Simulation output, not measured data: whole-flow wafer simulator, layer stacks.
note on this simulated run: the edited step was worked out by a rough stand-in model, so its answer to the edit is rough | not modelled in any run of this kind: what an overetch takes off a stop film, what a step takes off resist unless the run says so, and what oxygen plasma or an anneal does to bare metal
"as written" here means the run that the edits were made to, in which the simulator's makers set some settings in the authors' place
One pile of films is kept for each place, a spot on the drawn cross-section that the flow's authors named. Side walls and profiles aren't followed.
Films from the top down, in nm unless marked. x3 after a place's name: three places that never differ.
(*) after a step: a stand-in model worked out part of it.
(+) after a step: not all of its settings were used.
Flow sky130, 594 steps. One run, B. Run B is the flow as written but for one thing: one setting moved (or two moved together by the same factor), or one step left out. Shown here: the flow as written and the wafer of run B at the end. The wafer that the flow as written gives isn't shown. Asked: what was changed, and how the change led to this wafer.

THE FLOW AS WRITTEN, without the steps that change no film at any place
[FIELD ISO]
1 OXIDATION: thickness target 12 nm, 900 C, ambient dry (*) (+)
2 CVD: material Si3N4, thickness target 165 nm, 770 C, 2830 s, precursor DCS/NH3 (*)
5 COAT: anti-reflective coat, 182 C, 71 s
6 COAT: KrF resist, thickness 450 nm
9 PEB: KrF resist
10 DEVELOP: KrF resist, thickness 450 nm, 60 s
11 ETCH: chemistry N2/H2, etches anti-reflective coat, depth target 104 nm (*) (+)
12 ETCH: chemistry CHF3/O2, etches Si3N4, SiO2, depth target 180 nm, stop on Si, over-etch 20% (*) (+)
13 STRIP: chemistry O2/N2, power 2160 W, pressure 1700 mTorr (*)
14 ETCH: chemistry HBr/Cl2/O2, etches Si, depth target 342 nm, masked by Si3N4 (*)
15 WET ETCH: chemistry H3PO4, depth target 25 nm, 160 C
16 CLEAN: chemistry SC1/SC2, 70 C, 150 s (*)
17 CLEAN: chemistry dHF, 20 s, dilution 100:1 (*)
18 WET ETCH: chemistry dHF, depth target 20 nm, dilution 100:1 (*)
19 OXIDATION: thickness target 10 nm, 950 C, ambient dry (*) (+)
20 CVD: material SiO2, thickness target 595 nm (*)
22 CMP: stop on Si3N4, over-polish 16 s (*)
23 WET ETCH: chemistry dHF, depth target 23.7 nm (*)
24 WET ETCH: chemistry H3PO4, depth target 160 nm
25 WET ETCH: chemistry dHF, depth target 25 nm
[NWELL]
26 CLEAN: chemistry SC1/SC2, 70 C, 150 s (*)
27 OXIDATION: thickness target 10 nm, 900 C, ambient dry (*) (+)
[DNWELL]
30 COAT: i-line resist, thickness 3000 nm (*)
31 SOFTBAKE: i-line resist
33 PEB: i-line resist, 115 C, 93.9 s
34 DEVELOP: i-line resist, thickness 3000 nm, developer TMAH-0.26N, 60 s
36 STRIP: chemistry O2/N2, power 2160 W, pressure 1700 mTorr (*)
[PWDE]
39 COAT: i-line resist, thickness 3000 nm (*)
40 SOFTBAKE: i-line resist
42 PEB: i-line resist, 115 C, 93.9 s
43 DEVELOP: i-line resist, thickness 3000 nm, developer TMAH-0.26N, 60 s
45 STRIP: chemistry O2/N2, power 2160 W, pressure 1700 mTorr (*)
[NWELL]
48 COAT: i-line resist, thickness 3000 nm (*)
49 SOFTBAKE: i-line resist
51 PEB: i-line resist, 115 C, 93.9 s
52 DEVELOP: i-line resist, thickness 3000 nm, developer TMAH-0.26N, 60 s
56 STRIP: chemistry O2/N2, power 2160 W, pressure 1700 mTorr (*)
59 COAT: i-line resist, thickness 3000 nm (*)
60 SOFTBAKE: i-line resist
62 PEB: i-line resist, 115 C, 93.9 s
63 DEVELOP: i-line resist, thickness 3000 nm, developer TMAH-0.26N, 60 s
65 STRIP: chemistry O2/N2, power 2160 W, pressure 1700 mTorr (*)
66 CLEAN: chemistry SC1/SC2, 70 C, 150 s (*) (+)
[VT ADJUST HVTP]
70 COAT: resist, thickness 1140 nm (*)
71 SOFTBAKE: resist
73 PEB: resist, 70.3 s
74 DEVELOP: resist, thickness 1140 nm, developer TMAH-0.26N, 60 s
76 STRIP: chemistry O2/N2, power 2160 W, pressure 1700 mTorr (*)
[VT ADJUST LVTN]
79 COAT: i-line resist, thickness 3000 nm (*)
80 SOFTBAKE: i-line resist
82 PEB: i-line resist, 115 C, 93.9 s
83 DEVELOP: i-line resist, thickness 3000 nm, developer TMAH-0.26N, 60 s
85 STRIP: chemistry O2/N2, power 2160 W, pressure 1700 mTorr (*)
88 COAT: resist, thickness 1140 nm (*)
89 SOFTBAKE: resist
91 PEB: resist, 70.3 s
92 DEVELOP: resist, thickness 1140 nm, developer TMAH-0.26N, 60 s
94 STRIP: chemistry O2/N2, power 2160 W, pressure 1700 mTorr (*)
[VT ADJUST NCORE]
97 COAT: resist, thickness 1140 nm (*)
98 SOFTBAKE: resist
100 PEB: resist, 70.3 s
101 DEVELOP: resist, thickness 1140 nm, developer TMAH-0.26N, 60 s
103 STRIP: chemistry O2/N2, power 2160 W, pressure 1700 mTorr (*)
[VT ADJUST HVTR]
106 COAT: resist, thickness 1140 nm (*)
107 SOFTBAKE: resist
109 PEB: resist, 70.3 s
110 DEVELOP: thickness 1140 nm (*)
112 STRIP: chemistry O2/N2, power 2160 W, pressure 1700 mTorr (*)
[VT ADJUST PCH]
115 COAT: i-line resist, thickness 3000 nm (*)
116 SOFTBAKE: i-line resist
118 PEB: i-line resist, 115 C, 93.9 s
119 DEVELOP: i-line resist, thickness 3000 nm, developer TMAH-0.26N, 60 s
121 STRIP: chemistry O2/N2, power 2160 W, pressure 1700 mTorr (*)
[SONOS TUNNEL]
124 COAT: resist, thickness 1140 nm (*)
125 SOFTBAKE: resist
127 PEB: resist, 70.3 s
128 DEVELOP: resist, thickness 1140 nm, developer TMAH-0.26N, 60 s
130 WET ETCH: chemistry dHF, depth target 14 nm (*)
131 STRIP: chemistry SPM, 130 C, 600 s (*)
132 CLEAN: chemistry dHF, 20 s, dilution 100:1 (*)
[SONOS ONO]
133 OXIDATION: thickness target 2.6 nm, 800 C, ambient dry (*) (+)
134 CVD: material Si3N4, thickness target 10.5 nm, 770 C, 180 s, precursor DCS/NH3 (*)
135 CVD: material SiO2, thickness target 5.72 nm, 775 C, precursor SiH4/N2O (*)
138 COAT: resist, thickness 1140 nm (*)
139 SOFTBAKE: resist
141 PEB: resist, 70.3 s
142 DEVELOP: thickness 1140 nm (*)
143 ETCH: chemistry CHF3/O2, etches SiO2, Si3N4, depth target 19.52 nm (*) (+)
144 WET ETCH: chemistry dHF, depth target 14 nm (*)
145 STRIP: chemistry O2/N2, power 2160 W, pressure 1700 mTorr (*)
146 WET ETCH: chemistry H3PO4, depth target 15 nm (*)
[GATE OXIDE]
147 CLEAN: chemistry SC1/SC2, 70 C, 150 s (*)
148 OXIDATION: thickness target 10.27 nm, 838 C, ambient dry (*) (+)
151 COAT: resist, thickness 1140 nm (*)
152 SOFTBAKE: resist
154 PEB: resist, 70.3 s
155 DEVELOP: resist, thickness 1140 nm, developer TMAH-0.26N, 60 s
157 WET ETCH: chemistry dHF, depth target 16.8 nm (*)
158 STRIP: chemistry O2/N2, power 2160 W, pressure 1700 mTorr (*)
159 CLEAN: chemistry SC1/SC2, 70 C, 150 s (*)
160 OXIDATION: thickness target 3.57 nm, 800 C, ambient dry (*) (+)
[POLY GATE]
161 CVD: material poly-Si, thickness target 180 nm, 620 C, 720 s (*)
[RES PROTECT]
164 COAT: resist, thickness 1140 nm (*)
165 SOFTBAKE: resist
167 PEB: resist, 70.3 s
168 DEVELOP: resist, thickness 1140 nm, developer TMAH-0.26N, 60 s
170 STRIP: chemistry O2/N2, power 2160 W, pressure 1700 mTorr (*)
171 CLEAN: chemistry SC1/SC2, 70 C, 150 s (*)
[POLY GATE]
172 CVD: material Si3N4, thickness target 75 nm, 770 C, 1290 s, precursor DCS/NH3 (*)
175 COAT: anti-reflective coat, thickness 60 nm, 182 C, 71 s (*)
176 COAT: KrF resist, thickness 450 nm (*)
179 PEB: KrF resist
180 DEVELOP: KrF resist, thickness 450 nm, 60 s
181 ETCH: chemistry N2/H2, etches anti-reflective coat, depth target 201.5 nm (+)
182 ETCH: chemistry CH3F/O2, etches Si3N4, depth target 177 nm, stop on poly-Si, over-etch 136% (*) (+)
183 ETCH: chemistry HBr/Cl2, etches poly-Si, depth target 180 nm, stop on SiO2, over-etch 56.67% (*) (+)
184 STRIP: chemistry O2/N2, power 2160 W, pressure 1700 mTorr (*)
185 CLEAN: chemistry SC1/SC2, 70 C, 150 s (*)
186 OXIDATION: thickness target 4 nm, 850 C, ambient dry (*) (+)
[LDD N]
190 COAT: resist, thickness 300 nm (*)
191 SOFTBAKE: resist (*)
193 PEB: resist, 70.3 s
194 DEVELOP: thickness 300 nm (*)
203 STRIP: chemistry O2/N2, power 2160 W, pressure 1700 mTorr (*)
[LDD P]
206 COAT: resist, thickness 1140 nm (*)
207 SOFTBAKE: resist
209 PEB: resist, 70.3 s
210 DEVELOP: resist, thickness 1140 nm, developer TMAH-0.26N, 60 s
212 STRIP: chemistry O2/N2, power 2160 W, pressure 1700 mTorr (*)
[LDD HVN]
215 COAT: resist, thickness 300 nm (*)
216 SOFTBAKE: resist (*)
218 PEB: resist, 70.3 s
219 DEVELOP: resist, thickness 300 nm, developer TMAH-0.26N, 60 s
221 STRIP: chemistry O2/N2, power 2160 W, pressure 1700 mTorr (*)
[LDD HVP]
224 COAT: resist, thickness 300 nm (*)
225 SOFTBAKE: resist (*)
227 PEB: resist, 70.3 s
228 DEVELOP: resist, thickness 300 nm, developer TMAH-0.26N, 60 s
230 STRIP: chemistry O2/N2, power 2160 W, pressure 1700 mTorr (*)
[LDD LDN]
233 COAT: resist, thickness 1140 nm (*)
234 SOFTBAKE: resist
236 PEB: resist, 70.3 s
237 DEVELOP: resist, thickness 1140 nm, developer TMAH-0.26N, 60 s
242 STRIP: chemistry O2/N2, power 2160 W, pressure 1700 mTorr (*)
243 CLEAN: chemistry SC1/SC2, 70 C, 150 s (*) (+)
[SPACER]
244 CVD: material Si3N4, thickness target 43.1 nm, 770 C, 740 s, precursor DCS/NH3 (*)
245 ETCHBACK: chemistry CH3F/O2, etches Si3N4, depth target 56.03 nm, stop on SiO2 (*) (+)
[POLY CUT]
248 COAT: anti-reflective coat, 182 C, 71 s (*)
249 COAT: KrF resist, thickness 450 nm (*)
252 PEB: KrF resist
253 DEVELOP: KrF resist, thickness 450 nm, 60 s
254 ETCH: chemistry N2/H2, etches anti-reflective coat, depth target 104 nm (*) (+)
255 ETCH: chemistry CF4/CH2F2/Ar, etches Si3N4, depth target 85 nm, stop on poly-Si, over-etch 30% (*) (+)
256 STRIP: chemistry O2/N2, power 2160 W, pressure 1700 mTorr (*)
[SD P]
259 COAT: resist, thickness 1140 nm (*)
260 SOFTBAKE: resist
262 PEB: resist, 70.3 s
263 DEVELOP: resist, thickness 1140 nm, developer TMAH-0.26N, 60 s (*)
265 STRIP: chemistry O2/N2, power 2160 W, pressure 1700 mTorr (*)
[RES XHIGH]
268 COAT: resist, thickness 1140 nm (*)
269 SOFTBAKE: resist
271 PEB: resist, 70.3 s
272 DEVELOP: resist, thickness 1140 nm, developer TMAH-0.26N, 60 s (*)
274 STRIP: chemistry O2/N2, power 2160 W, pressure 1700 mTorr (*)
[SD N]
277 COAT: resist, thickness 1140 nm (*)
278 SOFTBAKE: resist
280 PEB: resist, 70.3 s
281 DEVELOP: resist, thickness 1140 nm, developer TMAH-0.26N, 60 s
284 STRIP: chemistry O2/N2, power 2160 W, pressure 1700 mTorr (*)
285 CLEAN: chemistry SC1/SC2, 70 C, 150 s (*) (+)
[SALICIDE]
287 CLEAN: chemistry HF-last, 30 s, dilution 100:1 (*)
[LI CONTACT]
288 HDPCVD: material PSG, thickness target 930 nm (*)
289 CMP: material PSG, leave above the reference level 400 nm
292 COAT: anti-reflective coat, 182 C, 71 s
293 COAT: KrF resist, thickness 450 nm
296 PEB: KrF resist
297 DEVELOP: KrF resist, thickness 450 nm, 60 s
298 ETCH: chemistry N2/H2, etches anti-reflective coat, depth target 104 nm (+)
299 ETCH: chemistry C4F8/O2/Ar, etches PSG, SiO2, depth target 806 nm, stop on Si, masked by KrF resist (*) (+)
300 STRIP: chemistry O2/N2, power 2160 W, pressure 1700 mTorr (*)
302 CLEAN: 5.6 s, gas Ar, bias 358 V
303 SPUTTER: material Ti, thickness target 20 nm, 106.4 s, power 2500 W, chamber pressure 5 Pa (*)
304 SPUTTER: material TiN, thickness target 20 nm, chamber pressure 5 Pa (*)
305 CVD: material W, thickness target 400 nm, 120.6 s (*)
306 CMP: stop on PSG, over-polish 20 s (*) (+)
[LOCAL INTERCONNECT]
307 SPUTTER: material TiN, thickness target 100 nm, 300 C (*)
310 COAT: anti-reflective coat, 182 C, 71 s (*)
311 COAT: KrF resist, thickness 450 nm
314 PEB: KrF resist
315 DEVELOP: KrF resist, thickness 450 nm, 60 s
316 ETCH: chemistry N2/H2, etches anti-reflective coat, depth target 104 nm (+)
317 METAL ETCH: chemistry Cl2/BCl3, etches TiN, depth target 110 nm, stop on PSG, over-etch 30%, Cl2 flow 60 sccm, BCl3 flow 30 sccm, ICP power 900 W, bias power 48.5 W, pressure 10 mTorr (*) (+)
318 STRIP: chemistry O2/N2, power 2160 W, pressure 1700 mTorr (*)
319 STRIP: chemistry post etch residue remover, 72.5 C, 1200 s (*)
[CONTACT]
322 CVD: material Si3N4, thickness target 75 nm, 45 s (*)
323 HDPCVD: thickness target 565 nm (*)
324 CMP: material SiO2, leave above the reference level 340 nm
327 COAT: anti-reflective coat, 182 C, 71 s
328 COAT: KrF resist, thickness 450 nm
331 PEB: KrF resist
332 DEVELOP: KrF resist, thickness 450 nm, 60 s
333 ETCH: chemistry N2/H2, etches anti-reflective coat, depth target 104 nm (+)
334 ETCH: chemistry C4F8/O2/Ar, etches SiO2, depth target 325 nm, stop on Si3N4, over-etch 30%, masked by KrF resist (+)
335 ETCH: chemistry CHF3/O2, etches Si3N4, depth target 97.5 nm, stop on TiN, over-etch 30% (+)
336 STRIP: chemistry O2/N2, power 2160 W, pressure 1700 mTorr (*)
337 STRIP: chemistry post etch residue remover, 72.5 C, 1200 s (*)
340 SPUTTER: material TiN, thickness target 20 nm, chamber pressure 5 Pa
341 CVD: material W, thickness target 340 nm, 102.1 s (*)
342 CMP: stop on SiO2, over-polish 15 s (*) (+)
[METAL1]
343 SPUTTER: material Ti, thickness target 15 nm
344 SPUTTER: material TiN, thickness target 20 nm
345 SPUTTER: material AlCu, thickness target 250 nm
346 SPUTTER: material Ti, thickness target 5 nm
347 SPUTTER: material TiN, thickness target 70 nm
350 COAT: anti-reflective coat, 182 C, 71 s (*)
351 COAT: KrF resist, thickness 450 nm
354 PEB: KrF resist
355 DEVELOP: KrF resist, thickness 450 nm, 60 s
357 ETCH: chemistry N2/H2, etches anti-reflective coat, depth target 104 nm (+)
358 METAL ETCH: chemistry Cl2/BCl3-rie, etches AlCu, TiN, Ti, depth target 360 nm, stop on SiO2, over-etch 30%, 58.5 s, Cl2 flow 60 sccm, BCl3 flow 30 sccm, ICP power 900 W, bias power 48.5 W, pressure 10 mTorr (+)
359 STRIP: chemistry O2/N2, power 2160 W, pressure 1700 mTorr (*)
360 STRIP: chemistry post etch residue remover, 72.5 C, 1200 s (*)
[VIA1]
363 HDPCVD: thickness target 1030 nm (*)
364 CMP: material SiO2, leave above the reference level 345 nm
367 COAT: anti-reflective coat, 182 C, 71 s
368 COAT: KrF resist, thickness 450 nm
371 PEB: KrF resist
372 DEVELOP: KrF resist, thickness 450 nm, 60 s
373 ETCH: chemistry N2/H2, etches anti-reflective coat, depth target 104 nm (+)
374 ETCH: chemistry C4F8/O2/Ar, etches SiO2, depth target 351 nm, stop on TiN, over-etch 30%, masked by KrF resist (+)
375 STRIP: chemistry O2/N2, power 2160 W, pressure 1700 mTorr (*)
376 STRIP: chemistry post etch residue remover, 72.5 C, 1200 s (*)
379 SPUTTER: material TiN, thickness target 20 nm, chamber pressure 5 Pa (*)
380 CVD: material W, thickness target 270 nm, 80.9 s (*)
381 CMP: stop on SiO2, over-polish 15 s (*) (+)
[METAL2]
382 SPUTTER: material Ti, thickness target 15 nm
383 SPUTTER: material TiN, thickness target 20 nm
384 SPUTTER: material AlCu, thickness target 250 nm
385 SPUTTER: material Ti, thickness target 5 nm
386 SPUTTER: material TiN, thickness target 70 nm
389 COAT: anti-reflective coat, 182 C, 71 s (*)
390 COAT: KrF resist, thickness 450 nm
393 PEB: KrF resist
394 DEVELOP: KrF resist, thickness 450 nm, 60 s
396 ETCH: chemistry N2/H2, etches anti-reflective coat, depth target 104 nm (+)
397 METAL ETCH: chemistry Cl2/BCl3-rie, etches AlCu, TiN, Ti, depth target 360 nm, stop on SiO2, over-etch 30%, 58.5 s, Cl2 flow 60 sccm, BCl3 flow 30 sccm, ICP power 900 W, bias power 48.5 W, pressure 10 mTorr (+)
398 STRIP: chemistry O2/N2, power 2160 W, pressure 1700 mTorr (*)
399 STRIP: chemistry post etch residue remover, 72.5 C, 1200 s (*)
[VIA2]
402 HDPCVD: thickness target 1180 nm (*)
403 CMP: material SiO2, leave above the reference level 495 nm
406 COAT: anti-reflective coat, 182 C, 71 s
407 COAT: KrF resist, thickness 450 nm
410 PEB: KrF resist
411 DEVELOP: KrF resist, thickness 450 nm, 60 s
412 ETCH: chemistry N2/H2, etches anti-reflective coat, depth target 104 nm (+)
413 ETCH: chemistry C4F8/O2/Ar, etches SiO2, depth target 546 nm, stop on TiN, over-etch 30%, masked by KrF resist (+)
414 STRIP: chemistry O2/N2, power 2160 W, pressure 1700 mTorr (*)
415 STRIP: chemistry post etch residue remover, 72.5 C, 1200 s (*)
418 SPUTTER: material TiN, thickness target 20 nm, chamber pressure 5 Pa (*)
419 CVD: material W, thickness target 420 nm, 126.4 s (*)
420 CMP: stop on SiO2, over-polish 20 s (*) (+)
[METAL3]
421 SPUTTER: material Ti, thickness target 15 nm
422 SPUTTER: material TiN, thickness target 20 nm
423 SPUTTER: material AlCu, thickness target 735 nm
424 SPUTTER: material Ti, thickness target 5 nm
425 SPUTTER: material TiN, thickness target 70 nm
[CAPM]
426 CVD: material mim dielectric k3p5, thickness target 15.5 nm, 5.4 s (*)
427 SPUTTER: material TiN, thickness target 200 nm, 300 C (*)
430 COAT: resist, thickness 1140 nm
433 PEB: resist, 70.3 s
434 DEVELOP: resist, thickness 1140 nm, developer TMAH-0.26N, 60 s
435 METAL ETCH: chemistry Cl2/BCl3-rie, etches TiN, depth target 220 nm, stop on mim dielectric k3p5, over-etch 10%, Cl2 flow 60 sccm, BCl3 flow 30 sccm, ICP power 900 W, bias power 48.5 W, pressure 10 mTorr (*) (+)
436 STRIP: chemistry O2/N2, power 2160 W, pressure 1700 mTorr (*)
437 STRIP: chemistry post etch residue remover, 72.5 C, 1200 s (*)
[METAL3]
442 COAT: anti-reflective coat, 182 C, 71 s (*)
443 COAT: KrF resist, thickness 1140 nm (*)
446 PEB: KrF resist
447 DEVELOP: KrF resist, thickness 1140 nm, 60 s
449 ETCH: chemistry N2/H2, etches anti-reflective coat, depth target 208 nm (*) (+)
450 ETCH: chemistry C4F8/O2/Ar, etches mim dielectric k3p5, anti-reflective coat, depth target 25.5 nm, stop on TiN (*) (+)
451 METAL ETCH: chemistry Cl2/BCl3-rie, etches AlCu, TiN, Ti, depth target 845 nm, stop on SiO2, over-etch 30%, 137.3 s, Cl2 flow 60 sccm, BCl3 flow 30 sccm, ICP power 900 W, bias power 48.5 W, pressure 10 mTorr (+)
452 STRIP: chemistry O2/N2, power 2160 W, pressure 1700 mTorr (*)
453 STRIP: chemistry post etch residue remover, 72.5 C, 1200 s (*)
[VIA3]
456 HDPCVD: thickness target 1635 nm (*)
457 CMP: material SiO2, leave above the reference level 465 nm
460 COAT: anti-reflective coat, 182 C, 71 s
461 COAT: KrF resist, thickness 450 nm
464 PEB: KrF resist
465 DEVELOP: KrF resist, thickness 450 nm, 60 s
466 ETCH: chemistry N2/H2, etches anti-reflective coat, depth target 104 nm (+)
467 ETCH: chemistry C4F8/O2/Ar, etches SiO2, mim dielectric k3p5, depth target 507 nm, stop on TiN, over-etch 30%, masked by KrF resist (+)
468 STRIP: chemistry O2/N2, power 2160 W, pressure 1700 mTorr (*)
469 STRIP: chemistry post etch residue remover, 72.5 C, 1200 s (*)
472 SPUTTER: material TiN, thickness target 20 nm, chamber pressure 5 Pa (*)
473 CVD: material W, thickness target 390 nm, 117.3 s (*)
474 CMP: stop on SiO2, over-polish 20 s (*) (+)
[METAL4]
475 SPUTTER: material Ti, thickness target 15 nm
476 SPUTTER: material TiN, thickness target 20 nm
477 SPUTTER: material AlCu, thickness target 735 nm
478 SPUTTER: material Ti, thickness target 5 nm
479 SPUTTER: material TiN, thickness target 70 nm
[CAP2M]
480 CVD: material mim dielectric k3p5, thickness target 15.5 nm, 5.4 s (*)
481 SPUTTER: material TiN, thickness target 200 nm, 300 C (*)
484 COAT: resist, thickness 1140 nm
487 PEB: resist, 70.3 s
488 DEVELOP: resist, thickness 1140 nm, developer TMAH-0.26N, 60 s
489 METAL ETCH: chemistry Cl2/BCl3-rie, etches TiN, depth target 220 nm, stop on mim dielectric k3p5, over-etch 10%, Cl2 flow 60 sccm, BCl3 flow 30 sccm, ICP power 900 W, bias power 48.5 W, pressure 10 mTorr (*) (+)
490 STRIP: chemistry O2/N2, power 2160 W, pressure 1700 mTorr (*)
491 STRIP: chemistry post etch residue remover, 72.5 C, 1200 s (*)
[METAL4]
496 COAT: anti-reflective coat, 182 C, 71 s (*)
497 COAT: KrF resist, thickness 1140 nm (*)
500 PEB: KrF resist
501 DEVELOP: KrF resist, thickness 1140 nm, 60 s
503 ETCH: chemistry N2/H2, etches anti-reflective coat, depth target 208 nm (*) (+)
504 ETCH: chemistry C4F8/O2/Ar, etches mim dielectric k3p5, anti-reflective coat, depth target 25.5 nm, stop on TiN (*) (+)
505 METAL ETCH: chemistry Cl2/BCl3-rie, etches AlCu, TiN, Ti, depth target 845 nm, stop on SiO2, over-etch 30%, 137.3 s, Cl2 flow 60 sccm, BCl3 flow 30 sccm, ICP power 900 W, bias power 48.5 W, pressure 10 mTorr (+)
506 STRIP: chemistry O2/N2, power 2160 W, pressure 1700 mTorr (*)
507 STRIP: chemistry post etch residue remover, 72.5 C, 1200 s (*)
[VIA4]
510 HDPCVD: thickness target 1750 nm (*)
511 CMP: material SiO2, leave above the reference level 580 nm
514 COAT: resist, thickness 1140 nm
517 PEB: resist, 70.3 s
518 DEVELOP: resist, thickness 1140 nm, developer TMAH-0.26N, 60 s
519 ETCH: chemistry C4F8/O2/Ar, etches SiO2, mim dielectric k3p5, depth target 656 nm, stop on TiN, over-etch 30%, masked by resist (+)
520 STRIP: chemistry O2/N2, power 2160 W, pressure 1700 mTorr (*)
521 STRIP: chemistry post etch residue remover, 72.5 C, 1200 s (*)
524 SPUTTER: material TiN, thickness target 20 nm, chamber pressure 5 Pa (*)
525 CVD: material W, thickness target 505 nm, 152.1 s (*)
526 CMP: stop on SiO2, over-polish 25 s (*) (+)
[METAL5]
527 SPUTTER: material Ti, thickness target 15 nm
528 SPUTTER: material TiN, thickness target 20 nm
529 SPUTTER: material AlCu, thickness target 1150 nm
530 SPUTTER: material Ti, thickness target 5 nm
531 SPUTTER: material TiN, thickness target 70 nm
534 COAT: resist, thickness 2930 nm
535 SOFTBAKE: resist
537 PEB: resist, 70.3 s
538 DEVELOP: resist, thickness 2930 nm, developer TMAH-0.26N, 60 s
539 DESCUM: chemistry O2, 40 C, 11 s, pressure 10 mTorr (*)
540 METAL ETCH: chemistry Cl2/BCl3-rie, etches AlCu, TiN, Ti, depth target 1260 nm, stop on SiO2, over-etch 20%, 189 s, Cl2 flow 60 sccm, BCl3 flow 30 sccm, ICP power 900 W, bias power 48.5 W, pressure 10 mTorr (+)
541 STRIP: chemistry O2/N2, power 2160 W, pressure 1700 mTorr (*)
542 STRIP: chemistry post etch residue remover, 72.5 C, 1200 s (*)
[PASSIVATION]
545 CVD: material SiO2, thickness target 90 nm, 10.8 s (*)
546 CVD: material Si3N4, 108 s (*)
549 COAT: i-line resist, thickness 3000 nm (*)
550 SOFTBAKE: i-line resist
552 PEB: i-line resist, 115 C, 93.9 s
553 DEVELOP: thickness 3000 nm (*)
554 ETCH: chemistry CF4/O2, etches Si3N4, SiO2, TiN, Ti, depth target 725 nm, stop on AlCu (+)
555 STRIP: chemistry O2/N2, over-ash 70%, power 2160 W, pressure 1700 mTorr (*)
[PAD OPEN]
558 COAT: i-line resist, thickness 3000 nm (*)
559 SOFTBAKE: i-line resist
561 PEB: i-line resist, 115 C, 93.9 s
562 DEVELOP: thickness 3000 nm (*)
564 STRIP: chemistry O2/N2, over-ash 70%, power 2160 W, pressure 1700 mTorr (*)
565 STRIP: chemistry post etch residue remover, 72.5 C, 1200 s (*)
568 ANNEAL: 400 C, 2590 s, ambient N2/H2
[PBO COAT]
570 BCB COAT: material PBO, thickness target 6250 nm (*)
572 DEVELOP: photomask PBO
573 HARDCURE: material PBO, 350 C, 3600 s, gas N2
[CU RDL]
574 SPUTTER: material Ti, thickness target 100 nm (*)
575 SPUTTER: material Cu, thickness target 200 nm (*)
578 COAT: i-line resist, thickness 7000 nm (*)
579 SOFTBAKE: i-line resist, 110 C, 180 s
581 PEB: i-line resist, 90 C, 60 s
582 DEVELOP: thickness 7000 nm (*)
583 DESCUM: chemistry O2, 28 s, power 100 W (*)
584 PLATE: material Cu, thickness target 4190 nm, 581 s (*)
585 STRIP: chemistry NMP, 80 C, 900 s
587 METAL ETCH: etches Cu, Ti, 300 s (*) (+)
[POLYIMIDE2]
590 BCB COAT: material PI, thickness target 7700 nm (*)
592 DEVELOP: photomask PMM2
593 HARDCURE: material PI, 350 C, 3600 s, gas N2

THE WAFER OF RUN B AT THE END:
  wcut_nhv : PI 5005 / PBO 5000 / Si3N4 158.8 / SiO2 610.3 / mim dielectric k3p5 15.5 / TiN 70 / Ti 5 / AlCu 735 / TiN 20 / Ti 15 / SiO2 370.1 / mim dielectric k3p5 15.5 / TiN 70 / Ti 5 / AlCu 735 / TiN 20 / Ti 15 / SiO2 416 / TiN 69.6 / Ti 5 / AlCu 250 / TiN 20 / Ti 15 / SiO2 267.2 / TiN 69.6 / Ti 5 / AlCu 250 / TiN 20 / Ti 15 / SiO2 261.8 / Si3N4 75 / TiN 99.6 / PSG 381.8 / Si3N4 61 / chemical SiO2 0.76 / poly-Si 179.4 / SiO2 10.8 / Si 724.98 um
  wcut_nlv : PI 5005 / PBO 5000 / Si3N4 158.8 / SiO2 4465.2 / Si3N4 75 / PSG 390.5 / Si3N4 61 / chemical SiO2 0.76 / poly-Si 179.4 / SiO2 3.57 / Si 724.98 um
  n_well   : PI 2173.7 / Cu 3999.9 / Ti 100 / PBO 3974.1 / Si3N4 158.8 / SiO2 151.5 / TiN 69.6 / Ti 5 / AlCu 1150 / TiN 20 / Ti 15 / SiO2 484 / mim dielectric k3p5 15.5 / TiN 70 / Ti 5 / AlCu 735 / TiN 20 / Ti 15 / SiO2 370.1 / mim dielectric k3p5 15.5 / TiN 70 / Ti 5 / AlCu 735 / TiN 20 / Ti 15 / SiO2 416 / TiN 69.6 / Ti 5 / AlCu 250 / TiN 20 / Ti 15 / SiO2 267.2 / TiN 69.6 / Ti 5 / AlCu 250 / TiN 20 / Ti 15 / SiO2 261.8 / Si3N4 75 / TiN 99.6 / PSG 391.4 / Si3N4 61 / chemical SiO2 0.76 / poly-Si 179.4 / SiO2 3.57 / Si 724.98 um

The cause: step 545, CVD: thickness target 109 nm was run, where the flow has thickness target 90 nm; step 545, CVD: 13.1 s was run, where the flow has 10.8 s.

How the change led to this, step by step:
  545 CVD: material SiO2, thickness target 90 nm, 10.8 s (*)
      field, active, gate and 175 more: SiO2 +151.5 (as written it would be: SiO2 +125.2)
      n_well, p_well, sd_n and 12 more: SiO2 +151.5 (new film) (as written it would be: SiO2 +125.2 (new film))
  550 SOFTBAKE: i-line resist
      active: i-line resist +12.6 (as written it would be: i-line resist +12)
      spacer: i-line resist -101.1 (as written it would be: i-line resist -97.5)
      (and at 45 more places)
  554 ETCH: chemistry CF4/O2, etches Si3N4, SiO2, TiN, Ti, depth target 725 nm, stop on AlCu (+)
      field, active, n_well and 189 more: i-line resist -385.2 (as written it would be: i-line resist -358.9)
      pad: Si3N4 -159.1 (all of it), SiO2 -151.5 (all of it), TiN -69.6 (all of it), Ti -5 (all of it) (as written it would be: Si3N4 -159.1 (all of it), SiO2 -125.2 (all of it), TiN -69.6 (all of it), Ti -5 (all of it))
  559 SOFTBAKE: i-line resist
      field: i-line resist +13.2 (as written it would be: i-line resist +12.5)
      active: i-line resist +12.6 (as written it would be: i-line resist +12)
      (and at 50 more places)
  578 COAT: i-line resist, thickness 7000 nm (*)
      pad: i-line resist +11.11 um (new film) (as written it would be: i-line resist +11.08 um (new film))
  582 DEVELOP: thickness 7000 nm (*)
      pad: i-line resist -11.11 um (all of it) (as written it would be: i-line resist -11.08 um (all of it))
